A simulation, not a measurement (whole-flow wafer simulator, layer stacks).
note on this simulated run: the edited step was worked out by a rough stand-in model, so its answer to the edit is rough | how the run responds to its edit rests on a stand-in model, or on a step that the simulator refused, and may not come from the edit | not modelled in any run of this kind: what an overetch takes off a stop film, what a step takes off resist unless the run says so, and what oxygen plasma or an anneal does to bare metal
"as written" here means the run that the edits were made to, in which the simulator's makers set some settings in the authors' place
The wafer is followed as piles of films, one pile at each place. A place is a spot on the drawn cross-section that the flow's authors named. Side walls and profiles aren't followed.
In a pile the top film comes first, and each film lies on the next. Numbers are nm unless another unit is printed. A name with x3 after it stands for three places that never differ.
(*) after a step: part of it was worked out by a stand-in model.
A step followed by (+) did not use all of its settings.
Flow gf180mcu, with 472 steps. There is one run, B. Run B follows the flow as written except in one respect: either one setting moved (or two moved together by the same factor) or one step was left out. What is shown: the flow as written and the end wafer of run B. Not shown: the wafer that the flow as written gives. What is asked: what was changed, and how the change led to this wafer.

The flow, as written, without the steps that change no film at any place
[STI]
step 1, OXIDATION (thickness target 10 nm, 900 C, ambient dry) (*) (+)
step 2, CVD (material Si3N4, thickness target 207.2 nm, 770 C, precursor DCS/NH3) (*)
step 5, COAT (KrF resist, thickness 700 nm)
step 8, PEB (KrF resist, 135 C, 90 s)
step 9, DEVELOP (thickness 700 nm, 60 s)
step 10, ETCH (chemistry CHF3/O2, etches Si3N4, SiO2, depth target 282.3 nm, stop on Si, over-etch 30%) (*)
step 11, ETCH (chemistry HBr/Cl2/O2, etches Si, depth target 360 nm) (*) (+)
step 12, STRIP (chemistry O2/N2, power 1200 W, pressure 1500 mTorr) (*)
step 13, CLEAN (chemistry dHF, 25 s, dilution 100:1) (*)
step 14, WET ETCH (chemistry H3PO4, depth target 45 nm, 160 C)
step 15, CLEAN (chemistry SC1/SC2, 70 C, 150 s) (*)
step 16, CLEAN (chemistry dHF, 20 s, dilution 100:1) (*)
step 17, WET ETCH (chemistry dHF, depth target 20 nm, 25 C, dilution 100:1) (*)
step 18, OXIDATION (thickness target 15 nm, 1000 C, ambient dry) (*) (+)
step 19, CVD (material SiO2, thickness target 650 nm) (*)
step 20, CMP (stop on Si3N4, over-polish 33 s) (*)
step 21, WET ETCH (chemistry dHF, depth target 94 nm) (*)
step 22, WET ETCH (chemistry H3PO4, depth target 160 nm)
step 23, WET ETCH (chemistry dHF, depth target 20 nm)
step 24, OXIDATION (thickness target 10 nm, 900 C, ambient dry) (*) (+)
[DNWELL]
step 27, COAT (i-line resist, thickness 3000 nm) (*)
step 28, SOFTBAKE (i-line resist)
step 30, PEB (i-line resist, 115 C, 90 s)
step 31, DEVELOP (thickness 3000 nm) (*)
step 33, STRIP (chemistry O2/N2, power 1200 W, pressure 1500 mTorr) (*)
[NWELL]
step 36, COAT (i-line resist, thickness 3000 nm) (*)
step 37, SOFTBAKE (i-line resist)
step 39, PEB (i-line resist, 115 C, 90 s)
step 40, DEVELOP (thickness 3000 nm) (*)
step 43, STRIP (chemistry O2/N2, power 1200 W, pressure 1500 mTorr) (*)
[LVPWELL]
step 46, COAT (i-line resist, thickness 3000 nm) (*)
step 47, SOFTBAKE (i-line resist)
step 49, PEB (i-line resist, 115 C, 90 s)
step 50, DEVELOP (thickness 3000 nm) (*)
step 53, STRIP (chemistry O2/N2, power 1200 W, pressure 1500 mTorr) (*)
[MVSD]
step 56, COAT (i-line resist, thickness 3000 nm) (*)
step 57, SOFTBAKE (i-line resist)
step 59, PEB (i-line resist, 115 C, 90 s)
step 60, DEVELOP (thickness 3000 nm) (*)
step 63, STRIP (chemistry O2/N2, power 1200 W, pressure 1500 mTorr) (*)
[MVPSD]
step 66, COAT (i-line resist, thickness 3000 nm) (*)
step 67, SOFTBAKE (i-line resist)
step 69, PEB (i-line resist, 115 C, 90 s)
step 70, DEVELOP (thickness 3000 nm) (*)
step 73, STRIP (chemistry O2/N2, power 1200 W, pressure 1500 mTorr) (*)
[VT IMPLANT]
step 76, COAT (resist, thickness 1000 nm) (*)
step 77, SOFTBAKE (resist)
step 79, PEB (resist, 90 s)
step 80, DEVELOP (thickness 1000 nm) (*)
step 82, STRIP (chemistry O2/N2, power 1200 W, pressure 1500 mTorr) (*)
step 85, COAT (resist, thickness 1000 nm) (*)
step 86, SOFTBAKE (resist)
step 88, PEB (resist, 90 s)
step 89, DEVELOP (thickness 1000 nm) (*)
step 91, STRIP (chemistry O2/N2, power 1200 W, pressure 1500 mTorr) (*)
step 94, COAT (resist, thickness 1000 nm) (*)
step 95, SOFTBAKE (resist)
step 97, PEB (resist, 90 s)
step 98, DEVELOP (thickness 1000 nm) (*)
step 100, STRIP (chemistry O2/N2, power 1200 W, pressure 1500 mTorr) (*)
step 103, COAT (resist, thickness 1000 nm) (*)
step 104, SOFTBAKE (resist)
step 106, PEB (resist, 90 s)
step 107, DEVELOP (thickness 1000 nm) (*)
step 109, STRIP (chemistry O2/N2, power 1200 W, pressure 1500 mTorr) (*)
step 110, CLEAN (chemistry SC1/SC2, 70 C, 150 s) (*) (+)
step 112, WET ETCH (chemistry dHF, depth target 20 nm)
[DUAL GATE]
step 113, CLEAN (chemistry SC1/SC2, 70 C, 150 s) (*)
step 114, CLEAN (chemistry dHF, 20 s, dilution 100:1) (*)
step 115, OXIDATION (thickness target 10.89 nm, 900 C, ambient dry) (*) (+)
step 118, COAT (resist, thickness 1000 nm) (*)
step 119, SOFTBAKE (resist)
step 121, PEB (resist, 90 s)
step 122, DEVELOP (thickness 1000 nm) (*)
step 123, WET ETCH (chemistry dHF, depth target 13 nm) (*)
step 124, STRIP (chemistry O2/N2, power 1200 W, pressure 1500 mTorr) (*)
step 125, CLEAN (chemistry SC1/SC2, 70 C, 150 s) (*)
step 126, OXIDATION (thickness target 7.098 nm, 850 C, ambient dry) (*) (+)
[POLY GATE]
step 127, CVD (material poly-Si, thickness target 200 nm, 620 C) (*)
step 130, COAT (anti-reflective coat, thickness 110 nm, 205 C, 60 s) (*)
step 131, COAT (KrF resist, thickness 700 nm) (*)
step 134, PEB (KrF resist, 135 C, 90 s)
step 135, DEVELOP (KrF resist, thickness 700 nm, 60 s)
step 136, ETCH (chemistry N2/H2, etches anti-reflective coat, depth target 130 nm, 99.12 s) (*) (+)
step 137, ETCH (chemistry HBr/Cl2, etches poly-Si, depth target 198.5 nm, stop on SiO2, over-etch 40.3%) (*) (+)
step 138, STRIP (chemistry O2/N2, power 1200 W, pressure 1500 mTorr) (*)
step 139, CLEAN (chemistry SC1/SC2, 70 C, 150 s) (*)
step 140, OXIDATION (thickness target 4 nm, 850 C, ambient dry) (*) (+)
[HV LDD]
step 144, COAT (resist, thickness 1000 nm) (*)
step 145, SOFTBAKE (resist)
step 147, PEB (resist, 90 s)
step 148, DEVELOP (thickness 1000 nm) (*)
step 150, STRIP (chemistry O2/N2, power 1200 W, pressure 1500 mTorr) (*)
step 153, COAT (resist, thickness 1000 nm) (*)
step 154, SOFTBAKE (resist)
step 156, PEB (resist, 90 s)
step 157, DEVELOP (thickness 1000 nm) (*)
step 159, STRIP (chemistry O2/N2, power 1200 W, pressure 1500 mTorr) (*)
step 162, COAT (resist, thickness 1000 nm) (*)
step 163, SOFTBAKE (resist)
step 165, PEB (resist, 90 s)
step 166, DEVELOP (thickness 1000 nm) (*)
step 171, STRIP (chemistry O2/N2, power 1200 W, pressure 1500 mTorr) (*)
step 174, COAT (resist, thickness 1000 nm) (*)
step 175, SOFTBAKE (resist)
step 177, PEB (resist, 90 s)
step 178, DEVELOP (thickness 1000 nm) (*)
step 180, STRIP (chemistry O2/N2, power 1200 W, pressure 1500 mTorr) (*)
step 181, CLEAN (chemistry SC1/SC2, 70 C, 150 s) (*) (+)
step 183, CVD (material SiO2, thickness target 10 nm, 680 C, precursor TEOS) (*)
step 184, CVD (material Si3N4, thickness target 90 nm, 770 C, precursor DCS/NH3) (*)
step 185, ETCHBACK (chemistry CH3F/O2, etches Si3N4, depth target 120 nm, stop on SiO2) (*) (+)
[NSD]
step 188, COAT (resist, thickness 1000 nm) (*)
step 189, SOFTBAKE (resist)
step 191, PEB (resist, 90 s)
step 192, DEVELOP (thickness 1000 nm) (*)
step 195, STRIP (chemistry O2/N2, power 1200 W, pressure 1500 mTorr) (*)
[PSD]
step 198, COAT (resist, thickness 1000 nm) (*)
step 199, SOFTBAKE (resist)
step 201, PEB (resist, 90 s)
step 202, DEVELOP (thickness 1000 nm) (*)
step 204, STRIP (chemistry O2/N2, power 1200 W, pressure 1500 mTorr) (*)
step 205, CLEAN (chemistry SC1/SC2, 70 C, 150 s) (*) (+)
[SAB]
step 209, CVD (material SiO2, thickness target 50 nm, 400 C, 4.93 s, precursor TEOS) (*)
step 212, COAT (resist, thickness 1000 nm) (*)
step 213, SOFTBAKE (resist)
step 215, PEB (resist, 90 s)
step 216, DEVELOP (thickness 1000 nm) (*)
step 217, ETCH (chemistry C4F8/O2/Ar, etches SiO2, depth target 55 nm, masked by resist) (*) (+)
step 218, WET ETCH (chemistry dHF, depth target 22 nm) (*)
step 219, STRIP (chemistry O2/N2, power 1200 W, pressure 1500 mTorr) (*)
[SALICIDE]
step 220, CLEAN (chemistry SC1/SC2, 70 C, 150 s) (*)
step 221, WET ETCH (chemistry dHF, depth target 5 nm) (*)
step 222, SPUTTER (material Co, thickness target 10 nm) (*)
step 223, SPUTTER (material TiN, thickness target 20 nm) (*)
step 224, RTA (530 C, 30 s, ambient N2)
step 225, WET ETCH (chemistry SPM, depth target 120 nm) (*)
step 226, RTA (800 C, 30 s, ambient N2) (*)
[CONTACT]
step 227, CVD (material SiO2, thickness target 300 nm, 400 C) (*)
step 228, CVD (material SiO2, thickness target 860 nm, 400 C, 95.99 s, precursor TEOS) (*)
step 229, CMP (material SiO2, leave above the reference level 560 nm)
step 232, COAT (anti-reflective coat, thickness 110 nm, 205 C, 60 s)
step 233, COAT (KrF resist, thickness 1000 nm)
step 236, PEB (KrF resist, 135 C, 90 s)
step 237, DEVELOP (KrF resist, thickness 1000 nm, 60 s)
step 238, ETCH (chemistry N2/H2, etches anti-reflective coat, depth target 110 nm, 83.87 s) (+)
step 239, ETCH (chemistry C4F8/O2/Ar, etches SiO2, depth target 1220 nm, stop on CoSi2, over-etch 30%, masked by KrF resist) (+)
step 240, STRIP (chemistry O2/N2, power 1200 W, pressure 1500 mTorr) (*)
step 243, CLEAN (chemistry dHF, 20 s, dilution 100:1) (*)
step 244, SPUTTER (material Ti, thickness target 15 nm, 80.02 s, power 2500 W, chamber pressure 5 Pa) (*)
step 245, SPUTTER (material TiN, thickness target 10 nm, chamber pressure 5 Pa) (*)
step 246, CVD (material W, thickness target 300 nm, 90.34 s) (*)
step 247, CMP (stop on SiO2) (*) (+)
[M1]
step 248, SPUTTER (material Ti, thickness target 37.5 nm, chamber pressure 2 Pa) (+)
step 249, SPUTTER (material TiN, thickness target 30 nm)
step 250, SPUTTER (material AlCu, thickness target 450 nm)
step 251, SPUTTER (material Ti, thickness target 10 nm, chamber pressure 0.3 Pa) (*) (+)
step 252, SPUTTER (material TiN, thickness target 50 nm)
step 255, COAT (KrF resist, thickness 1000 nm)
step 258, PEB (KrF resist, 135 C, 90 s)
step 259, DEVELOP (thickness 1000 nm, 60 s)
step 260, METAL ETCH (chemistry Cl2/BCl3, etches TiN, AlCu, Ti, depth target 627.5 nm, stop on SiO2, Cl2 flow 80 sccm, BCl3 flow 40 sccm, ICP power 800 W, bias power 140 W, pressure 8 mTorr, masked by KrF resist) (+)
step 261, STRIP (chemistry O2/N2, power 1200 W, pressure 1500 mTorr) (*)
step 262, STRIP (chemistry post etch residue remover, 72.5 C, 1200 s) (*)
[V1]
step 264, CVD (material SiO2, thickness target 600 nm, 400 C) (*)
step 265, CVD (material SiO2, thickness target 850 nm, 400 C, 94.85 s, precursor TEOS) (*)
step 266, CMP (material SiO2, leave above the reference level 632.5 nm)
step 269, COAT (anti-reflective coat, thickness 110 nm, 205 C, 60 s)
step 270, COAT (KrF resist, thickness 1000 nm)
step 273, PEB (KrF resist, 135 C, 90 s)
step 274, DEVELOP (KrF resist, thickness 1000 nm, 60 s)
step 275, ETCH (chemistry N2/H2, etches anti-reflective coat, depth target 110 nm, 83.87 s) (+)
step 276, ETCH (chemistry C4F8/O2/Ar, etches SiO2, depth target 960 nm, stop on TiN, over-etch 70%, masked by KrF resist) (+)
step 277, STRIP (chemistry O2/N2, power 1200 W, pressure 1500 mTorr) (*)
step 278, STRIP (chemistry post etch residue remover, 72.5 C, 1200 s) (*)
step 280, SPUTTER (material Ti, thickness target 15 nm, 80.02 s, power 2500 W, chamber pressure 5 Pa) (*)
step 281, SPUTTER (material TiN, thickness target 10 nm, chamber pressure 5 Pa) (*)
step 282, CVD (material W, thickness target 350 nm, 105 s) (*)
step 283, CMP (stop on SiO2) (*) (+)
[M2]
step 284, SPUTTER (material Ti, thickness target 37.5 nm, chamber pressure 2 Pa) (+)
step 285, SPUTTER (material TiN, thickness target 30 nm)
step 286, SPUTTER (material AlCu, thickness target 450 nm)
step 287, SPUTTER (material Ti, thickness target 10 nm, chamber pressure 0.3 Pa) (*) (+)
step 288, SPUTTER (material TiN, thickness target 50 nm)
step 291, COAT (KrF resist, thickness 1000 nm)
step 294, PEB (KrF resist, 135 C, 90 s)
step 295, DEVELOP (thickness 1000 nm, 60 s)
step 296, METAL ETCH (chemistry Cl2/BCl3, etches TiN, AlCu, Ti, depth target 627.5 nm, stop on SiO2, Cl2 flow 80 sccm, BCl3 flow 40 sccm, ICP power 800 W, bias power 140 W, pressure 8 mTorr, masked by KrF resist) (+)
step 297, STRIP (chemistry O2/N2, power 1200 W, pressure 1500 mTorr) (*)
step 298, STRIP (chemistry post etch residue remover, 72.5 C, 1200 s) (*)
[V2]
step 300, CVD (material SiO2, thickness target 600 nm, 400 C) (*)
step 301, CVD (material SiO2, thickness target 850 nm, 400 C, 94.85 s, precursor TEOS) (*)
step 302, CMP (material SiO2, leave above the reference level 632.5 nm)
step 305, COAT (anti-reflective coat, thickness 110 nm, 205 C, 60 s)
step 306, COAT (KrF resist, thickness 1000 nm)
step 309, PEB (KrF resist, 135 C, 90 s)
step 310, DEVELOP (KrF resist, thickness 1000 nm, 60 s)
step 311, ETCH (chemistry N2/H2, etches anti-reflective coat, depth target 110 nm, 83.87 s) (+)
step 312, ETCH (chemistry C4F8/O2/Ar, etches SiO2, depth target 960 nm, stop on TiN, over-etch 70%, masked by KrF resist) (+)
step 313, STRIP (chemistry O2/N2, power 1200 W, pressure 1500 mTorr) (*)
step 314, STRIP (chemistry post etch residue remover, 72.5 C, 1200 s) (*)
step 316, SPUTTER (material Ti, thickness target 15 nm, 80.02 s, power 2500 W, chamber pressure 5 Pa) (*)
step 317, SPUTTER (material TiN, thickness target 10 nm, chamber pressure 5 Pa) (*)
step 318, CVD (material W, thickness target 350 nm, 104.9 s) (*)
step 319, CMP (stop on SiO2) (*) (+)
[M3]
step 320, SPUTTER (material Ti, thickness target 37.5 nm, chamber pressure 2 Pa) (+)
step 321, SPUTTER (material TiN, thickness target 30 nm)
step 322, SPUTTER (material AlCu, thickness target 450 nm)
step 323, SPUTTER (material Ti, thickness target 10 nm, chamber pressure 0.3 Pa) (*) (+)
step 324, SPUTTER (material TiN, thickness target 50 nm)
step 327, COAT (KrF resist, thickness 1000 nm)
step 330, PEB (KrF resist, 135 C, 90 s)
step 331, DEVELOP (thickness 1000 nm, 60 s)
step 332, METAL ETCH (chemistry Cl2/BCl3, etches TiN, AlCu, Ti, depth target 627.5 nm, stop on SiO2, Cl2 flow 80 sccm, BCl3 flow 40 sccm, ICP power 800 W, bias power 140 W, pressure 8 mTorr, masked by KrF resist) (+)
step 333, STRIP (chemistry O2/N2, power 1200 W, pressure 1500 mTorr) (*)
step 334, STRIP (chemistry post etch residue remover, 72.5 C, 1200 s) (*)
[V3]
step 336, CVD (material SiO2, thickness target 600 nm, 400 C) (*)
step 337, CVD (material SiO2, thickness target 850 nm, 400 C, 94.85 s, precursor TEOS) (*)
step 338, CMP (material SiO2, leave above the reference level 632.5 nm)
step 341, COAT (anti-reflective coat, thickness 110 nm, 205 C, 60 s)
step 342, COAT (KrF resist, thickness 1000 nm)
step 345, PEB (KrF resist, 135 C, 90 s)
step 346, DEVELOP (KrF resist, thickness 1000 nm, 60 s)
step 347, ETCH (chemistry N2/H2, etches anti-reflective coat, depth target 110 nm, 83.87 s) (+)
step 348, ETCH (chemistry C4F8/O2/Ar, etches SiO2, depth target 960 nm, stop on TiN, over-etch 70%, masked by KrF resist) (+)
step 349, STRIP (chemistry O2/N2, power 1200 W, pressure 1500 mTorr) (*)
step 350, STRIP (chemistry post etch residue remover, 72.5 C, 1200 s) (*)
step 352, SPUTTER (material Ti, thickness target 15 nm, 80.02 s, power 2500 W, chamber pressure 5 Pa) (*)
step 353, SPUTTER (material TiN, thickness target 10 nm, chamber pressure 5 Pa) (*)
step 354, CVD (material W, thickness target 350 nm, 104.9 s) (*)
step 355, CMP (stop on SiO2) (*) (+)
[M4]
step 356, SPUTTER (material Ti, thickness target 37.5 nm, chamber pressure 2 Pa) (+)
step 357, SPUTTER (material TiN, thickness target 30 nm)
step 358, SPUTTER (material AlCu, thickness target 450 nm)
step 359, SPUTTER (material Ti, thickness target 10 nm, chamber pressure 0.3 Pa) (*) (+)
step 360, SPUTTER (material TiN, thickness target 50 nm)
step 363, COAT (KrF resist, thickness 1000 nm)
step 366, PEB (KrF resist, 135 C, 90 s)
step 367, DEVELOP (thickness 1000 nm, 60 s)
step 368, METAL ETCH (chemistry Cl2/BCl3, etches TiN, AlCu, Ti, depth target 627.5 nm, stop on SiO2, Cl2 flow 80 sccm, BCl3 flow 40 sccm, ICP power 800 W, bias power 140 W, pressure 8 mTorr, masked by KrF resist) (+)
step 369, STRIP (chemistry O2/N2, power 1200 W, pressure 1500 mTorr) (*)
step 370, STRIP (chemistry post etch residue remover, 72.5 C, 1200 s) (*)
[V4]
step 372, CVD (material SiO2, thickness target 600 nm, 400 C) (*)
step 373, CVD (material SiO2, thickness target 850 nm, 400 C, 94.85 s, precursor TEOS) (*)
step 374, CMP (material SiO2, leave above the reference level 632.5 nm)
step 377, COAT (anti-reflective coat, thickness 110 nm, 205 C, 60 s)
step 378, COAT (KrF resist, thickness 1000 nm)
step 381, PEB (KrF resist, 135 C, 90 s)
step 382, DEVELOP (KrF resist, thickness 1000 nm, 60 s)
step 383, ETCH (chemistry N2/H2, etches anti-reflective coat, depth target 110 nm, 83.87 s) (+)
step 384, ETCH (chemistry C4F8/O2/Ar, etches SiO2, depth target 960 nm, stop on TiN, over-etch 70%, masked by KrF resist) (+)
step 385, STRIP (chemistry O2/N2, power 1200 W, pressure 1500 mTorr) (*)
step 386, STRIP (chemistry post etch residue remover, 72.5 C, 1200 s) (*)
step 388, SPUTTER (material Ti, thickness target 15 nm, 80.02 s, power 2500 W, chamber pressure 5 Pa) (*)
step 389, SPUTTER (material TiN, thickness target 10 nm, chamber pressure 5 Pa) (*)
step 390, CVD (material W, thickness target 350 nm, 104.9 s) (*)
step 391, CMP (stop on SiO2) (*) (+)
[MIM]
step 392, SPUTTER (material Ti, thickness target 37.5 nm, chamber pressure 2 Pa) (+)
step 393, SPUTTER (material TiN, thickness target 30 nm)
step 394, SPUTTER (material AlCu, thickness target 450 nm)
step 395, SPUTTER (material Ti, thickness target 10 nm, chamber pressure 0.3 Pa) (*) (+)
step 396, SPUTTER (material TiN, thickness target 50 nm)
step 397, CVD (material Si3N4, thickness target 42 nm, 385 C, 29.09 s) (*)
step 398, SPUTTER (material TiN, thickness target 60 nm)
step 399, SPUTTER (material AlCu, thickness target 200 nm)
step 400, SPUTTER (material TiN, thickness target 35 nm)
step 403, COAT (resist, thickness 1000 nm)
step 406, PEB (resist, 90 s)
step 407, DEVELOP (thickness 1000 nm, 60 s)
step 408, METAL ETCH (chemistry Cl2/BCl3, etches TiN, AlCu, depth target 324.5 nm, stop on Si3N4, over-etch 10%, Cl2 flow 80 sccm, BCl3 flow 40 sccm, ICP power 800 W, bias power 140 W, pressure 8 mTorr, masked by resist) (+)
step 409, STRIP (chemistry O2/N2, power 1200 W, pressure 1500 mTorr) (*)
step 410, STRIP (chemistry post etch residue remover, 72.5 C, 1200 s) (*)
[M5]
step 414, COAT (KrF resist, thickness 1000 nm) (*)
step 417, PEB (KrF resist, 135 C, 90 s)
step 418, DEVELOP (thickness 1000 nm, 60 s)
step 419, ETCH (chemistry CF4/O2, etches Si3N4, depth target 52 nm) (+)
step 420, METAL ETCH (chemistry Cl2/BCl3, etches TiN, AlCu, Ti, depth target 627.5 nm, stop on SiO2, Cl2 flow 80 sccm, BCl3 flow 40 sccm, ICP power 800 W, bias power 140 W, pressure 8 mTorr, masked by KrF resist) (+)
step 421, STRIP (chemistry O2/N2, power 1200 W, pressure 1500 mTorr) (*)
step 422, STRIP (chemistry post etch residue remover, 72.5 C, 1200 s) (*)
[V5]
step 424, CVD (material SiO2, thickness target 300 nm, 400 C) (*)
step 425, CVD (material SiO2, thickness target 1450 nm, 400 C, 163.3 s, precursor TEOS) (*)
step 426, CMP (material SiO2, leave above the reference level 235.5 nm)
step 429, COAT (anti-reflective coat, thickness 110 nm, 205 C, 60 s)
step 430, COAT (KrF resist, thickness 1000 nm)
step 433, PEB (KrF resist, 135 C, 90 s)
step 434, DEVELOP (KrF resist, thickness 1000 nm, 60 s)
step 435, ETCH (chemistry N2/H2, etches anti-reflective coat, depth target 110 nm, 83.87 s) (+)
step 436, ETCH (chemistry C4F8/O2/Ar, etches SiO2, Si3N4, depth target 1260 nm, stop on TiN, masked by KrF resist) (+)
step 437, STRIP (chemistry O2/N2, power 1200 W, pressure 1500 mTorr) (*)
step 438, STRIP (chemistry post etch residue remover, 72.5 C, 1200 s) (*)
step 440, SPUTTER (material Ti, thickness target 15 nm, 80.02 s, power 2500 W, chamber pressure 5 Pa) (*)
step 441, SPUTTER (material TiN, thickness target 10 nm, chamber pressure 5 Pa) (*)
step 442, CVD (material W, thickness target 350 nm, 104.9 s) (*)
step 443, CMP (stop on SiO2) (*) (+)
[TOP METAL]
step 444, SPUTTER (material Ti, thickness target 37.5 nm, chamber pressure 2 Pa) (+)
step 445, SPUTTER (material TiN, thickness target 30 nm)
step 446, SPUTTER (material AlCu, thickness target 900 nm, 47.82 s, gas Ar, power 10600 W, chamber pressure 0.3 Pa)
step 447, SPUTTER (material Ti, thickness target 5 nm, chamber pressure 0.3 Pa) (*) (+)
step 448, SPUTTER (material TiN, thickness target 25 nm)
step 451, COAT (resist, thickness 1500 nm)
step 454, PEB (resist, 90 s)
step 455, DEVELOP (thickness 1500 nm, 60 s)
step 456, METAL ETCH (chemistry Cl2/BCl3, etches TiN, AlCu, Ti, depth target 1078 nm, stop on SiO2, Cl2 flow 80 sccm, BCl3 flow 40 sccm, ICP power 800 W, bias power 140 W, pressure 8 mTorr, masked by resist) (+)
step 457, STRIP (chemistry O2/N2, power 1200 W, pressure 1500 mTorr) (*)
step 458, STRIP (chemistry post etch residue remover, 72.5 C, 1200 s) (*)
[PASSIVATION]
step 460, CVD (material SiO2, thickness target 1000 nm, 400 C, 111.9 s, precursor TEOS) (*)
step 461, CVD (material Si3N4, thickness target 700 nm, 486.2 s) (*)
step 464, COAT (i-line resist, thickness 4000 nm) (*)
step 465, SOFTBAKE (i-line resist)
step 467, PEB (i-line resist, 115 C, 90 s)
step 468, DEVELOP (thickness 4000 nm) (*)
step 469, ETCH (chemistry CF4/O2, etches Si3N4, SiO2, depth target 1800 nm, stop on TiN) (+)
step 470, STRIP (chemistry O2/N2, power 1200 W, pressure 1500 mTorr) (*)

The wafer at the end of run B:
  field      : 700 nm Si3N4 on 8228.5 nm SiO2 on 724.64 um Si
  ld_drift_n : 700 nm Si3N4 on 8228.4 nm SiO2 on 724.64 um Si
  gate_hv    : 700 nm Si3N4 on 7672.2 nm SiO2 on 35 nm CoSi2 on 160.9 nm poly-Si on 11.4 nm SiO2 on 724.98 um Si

The reason: step 115, OXIDATION: thickness target 7.621 nm was run, whereas the flow has thickness target 10.89 nm.

Step by step, how the change led to this:
  step 115, OXIDATION (thickness target 10.89 nm, 900 C, ambient dry) (*) (+)
      active, n_well, p_well and 40 more: +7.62 SiO2 (new film), -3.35 Si (in the flow as written it would be: +10.9 SiO2 (new film), -4.79 Si)
      sti, mim_1p0, pad and 23 more: +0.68 SiO2, -0.3 Si (in the flow as written it would be: +1.22 SiO2, -0.54 Si)
      (also at 23 further places)
  step 123, WET ETCH (chemistry dHF, depth target 13 nm) (*)
      active, n_well, p_well and 12 more: -7.62 SiO2 (all of it) (in the flow as written it would be: -10.9 SiO2 (all of it))
  step 145, SOFTBAKE (resist)
      active_nat: +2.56 resist (in the flow as written it would be: +1.52 resist)
  step 154, SOFTBAKE (resist)
      active_nat: +2.56 resist (in the flow as written it would be: +1.52 resist)
  step 163, SOFTBAKE (resist)
      active_nat: +2.56 resist (in the flow as written it would be: +1.52 resist)
  step 175, SOFTBAKE (resist)
      active_nat: +2.56 resist (in the flow as written it would be: +1.52 resist)
  step 189, SOFTBAKE (resist)
      nw_enc_fld_lv__w3: -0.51 resist (in the flow as written it would be: +0.35 resist)
      active_hv: +0.2 resist (in the flow as written it would be: +0.78 resist)
      (also at 1 further place)
  step 199, SOFTBAKE (resist)
      nw_enc_fld_lv__w3: -0.51 resist (in the flow as written it would be: +0.35 resist)
      active_hv: +0.2 resist (in the flow as written it would be: +0.78 resist)
      (also at 1 further place)
  step 218, WET ETCH (chemistry dHF, depth target 22 nm) (*)
      ldn_tap, ldn_src, ldn_drn, ldp_tap, ldp_src, ldp_drn, ldp_gr: -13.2 SiO2 (all of it) (in the flow as written it would be: -16 SiO2 (all of it))
      ld_drn_n, ld_sd_p: -12 SiO2 (all of it) (in the flow as written it would be: -14.8 SiO2 (all of it))
      (also at 5 further places)
  step 223, SPUTTER (material TiN, thickness target 20 nm) (*)
      field__w12: +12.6 TiN (new film) (in the flow as written it would be: +12 TiN (new film))
  step 225, WET ETCH (chemistry SPM, depth target 120 nm) (*)
      field__w12: -12.6 TiN (all of it), -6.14 Co (all of it) (in the flow as written it would be: -12 TiN (all of it), -6.15 Co (all of it))
